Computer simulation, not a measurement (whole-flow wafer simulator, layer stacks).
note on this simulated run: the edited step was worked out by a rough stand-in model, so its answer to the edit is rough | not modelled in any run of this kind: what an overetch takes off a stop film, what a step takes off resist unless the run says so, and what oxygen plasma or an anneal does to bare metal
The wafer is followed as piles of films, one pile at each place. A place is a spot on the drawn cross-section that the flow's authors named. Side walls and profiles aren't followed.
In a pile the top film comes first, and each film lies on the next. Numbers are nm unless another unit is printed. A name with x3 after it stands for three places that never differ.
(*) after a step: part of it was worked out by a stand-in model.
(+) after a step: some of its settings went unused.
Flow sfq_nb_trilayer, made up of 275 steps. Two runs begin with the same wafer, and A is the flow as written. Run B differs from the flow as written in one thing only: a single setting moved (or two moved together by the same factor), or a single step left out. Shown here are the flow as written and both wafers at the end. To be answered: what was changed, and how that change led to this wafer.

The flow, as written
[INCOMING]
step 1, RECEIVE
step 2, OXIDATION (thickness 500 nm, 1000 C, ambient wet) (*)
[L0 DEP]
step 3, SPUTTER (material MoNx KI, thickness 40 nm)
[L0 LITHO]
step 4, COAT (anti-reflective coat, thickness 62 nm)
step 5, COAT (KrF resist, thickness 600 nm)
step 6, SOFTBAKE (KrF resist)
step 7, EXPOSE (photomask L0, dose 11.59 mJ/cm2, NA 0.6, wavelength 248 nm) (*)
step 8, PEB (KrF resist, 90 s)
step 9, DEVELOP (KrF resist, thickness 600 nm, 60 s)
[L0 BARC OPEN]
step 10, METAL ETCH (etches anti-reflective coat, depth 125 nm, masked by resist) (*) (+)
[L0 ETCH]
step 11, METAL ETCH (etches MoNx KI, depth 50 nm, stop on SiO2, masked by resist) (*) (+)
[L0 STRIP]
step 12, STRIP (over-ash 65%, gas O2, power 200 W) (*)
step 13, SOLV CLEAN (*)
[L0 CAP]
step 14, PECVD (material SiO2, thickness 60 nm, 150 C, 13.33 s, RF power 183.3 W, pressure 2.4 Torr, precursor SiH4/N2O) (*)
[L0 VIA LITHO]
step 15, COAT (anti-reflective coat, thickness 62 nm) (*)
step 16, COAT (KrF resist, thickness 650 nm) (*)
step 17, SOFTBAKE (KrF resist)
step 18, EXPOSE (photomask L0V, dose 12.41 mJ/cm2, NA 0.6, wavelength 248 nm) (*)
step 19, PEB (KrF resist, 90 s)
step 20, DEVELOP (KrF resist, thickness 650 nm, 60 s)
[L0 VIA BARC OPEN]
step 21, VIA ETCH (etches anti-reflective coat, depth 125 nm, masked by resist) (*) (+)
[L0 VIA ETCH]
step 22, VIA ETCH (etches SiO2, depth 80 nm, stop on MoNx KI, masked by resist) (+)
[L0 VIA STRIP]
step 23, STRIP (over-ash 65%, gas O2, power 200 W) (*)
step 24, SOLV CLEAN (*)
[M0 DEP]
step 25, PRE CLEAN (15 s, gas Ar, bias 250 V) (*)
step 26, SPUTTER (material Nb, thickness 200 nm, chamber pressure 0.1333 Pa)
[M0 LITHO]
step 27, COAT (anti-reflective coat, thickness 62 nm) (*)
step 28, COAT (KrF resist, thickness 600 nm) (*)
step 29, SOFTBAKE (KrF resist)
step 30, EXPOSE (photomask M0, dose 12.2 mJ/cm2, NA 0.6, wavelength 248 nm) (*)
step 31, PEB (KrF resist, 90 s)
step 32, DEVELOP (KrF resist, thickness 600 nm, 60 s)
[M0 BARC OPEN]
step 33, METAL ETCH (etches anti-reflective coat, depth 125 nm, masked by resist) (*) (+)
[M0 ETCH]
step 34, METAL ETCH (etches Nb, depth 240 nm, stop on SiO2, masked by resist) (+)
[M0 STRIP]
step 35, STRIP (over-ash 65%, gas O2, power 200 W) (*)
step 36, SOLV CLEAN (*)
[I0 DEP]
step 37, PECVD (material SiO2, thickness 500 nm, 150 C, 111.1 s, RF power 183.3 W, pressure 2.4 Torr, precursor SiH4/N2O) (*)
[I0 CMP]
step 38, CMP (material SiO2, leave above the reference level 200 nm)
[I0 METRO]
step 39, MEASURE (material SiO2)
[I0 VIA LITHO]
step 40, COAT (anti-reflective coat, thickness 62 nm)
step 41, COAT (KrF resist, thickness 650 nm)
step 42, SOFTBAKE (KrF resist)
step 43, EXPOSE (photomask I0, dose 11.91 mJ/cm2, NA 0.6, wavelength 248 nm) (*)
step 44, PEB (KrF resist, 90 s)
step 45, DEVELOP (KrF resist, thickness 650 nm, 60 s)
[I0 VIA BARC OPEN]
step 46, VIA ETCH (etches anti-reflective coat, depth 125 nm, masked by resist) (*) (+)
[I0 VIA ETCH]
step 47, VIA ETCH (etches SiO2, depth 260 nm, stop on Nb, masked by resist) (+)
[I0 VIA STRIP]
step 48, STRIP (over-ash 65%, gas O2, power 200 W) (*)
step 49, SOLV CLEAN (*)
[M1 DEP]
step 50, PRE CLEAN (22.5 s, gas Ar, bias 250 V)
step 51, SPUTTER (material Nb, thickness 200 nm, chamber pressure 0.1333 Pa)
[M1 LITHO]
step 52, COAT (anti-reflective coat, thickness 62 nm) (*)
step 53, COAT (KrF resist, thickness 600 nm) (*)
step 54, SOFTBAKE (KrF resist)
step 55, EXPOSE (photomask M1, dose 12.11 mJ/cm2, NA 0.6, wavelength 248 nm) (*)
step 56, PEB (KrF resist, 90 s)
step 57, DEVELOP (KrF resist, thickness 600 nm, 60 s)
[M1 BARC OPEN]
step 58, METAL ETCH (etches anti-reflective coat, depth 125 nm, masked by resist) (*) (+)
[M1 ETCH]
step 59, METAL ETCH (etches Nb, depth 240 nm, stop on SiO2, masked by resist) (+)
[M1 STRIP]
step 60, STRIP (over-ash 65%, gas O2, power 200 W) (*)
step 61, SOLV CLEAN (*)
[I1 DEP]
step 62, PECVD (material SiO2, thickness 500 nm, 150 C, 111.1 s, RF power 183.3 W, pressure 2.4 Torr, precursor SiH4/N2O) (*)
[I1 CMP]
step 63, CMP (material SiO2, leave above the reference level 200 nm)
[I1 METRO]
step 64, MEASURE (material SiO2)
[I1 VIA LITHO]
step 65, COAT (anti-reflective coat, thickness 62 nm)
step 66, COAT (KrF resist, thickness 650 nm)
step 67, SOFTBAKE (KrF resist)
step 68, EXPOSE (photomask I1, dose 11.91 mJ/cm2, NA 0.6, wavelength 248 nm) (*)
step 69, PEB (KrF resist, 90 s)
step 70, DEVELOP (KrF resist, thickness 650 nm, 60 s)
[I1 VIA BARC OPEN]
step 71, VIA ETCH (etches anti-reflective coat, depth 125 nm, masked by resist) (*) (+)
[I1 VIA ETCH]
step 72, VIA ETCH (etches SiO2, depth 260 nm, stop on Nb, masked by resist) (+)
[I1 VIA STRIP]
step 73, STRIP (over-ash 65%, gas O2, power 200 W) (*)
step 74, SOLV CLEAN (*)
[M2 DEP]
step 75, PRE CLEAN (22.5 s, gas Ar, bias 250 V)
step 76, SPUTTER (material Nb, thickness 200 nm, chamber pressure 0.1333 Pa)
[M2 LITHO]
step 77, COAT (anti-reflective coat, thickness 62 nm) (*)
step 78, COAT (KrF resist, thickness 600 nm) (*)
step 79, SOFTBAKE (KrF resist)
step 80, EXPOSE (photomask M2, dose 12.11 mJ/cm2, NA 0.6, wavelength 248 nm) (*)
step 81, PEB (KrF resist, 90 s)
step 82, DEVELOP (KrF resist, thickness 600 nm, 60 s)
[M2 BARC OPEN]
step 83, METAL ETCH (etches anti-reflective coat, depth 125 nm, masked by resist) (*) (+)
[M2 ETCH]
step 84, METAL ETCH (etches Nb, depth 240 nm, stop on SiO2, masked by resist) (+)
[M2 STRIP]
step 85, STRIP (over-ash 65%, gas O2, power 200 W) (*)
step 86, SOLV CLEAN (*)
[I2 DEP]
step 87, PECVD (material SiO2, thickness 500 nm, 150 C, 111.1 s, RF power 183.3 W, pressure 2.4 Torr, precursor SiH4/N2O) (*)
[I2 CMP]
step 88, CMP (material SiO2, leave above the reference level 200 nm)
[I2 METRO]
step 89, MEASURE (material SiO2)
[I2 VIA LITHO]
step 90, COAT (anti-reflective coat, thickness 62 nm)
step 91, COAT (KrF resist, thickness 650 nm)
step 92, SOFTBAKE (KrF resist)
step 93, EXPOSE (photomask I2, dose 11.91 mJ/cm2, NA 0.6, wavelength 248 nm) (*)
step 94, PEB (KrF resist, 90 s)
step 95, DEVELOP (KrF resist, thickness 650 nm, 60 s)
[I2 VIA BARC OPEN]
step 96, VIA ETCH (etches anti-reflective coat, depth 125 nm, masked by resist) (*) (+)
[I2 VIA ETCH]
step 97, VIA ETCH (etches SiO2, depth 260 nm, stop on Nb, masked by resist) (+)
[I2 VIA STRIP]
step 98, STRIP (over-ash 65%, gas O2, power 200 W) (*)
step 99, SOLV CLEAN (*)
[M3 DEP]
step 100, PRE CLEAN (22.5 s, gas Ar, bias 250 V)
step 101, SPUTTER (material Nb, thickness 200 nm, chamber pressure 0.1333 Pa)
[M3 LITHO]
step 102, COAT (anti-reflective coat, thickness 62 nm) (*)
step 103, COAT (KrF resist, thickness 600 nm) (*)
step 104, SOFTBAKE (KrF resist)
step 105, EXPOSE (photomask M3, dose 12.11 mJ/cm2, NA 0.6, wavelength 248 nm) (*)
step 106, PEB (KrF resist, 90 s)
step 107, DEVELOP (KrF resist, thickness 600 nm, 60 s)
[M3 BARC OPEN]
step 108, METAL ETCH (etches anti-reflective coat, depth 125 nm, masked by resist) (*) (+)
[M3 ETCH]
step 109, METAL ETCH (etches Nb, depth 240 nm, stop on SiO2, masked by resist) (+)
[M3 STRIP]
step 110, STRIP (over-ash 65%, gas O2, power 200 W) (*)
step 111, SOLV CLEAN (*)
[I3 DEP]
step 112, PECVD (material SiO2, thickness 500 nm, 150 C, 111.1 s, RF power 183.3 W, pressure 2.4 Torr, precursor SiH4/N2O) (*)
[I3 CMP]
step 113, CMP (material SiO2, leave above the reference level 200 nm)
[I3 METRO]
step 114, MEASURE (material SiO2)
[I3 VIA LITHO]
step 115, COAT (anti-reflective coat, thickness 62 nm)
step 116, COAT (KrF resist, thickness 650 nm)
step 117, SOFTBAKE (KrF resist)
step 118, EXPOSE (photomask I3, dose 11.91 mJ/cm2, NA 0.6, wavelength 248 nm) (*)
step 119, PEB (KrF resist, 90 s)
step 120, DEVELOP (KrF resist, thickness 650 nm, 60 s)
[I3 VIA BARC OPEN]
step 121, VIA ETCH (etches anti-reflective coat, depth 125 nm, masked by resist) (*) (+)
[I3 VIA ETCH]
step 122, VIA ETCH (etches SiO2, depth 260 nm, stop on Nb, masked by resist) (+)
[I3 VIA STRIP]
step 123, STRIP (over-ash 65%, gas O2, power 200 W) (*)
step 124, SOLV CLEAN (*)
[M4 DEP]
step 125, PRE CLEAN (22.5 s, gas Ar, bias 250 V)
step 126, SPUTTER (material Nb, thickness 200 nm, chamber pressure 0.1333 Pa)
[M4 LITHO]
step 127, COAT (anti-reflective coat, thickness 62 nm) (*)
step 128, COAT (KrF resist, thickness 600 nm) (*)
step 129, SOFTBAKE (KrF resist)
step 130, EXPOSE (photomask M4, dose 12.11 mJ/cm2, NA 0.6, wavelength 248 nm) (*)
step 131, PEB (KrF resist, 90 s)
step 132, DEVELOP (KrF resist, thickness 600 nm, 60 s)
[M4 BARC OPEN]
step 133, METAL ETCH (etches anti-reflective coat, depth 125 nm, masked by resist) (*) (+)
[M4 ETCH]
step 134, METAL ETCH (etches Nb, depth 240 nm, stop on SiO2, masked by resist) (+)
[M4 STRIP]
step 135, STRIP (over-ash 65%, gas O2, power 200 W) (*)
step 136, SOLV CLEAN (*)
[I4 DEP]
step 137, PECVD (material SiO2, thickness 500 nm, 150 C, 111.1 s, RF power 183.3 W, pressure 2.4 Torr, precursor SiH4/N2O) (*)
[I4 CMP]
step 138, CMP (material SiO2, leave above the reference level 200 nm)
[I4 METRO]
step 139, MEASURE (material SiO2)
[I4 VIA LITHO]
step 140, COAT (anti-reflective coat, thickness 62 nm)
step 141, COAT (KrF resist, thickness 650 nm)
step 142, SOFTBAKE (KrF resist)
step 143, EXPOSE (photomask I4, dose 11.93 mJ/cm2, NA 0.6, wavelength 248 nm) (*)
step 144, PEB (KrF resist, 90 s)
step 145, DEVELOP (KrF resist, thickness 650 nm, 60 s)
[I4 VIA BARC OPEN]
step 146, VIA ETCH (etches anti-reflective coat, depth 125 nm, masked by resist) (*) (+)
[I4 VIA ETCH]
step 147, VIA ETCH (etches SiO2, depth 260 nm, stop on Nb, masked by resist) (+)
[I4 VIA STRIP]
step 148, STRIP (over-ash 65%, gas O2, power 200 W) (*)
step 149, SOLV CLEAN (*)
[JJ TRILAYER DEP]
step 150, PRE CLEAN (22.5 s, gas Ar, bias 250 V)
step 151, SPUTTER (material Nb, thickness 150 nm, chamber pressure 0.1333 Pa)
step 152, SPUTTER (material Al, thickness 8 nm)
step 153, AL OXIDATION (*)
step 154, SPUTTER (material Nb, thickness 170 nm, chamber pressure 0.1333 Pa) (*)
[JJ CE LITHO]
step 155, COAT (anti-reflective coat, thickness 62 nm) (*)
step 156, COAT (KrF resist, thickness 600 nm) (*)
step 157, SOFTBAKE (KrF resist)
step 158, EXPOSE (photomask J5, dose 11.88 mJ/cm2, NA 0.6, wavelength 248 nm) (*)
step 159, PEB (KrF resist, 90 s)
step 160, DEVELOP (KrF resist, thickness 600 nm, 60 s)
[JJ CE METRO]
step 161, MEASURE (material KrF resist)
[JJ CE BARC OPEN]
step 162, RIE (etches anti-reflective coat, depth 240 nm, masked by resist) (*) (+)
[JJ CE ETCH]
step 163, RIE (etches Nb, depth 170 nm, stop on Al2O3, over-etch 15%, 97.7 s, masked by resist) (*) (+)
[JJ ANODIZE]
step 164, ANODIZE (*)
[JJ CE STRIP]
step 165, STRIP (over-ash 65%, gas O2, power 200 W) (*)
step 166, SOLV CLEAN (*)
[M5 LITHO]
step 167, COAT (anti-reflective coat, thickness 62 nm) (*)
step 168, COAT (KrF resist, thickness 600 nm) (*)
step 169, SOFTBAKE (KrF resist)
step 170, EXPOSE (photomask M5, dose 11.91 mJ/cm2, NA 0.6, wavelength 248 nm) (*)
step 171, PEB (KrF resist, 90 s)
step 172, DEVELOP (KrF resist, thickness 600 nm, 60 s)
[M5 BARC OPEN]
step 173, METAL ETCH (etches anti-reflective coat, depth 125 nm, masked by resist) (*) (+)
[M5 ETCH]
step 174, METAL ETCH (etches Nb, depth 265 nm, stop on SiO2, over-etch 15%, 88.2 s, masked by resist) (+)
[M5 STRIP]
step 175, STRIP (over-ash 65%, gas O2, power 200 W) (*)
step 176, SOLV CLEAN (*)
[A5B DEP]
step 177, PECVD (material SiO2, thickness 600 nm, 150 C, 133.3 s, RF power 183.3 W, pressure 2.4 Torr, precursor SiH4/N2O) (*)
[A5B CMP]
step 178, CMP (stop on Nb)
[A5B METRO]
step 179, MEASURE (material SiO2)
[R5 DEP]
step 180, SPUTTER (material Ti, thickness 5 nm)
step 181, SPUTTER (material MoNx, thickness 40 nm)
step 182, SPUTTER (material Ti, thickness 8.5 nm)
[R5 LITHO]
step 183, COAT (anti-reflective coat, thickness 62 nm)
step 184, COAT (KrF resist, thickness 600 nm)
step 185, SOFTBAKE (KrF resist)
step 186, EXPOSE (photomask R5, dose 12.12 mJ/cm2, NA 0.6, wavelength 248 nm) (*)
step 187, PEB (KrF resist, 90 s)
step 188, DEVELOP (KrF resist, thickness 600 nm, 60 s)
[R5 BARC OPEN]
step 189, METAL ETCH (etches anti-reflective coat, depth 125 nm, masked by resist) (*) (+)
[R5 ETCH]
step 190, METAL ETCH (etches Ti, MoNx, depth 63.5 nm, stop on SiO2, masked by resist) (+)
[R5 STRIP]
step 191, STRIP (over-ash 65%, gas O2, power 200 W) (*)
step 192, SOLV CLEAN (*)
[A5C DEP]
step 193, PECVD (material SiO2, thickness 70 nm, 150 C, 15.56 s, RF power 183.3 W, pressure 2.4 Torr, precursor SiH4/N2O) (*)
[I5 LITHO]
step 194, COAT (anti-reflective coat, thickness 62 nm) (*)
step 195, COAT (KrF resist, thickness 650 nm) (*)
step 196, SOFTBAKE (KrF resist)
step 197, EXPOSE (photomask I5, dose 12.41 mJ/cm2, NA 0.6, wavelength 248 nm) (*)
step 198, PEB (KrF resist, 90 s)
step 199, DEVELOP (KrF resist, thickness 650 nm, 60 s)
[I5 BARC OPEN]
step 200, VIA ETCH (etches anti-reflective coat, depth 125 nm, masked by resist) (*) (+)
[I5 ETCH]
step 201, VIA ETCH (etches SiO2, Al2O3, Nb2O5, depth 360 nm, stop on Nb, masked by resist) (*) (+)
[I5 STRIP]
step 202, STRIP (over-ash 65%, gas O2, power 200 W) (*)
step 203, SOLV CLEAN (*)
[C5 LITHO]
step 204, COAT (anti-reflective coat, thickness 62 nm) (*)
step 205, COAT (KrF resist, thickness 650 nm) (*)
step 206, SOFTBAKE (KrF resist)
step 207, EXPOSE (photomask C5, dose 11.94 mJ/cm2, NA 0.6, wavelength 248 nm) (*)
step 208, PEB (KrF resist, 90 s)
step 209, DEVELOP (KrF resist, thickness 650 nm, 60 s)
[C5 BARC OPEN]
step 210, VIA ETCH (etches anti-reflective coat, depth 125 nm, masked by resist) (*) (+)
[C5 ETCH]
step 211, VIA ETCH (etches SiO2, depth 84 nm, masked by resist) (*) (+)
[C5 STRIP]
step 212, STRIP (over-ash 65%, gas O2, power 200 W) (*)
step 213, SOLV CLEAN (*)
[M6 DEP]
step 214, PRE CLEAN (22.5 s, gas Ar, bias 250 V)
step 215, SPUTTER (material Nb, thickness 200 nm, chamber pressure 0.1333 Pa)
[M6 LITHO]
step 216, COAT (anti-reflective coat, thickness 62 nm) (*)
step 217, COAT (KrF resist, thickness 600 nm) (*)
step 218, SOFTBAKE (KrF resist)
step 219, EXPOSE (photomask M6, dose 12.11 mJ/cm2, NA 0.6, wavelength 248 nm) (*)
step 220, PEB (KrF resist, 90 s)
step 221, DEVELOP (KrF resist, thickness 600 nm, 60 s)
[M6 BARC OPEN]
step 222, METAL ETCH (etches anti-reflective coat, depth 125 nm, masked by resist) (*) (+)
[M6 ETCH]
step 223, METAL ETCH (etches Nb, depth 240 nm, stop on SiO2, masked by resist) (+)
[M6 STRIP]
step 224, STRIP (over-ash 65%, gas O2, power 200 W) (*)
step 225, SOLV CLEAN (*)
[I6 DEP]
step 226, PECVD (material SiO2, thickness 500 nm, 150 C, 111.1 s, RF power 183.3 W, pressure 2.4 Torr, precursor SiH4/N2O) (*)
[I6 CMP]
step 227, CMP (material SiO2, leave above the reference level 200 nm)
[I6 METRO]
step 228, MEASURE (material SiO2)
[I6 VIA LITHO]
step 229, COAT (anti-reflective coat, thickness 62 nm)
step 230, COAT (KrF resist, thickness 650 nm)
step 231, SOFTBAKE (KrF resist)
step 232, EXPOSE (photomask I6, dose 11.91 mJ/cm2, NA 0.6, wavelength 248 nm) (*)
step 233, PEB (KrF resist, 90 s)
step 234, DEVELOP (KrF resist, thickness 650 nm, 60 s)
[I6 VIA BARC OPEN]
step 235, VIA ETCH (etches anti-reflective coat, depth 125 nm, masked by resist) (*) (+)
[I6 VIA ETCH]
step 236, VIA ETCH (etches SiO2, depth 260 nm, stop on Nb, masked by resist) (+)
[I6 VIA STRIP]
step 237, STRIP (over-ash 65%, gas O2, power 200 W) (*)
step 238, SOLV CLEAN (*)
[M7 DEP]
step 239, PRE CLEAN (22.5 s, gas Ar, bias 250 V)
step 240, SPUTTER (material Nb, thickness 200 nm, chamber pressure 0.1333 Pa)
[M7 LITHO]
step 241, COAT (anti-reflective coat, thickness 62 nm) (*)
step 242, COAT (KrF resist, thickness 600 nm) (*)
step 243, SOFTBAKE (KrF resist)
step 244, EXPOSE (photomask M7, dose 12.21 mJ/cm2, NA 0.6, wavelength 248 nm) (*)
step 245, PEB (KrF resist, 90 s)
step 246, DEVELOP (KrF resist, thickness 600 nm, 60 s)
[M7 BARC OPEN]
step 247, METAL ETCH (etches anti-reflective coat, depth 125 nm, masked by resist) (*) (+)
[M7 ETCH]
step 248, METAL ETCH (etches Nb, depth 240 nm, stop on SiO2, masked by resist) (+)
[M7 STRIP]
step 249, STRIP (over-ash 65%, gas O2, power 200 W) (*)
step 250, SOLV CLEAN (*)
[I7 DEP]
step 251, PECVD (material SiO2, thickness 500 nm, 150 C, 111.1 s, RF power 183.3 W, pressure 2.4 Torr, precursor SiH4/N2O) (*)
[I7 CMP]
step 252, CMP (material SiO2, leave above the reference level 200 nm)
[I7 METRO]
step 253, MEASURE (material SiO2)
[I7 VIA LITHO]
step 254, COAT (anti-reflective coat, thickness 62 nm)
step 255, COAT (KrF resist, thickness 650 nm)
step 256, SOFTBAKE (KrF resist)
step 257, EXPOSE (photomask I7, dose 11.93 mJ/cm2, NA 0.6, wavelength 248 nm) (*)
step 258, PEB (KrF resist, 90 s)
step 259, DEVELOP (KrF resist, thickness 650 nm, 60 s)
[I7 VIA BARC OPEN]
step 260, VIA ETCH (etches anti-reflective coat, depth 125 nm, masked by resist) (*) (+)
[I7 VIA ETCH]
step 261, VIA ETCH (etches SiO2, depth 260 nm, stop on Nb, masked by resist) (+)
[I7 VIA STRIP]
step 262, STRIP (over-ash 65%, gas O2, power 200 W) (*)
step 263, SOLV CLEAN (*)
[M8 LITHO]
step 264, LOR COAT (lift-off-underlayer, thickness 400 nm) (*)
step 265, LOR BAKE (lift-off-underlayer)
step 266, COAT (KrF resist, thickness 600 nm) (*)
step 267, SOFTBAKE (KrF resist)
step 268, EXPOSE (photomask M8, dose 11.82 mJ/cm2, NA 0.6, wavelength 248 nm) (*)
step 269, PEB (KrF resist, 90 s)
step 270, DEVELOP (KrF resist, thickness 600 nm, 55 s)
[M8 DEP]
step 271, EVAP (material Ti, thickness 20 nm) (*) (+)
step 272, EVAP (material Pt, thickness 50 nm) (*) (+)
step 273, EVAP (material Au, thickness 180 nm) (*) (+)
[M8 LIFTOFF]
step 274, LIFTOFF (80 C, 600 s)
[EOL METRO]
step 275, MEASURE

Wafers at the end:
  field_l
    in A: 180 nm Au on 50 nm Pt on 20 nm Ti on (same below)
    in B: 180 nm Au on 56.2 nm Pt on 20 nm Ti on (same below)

Cause: step 272, EVAP: thickness 56.2 nm was run, though the flow has thickness 50 nm.
The wafer lets one read it off: field_l has Pt 56.2, and step 272 as written asks for 50 nm.

Step by step, how the change led to this:
  step 272, EVAP (material Pt, thickness 50 nm) (*) (+)
      field_l, v_sur, via_wl and 103 more: A Pt gains 50 (new film) | B Pt gains 56.2 (new film)
  step 274, LIFTOFF (80 C, 600 s)
      p4_fl, p4_fm, p4_w1 and 71 more: A Au loses 180 (all of it), Pt loses 50 (all of it), Ti loses 20 (all of it), KrF resist loses 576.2 (all of it), lift-off-underlayer loses 400 (all of it) | B Au loses 180 (all of it), Pt loses 56.2 (all of it), Ti loses 20 (all of it), KrF resist loses 576.2 (all of it), lift-off-underlayer loses 400 (all of it)
      c5j, ce_r: A Au loses 180 (all of it), Pt loses 50 (all of it), Ti loses 20 (all of it), KrF resist loses 573.3 (all of it), lift-off-underlayer loses 399.3 (all of it) | B Au loses 180 (all of it), Pt loses 56.2 (all of it), Ti loses 20 (all of it), KrF resist loses 573.3 (all of it), lift-off-underlayer loses 399.3 (all of it)
      (as well as at 19 more places)
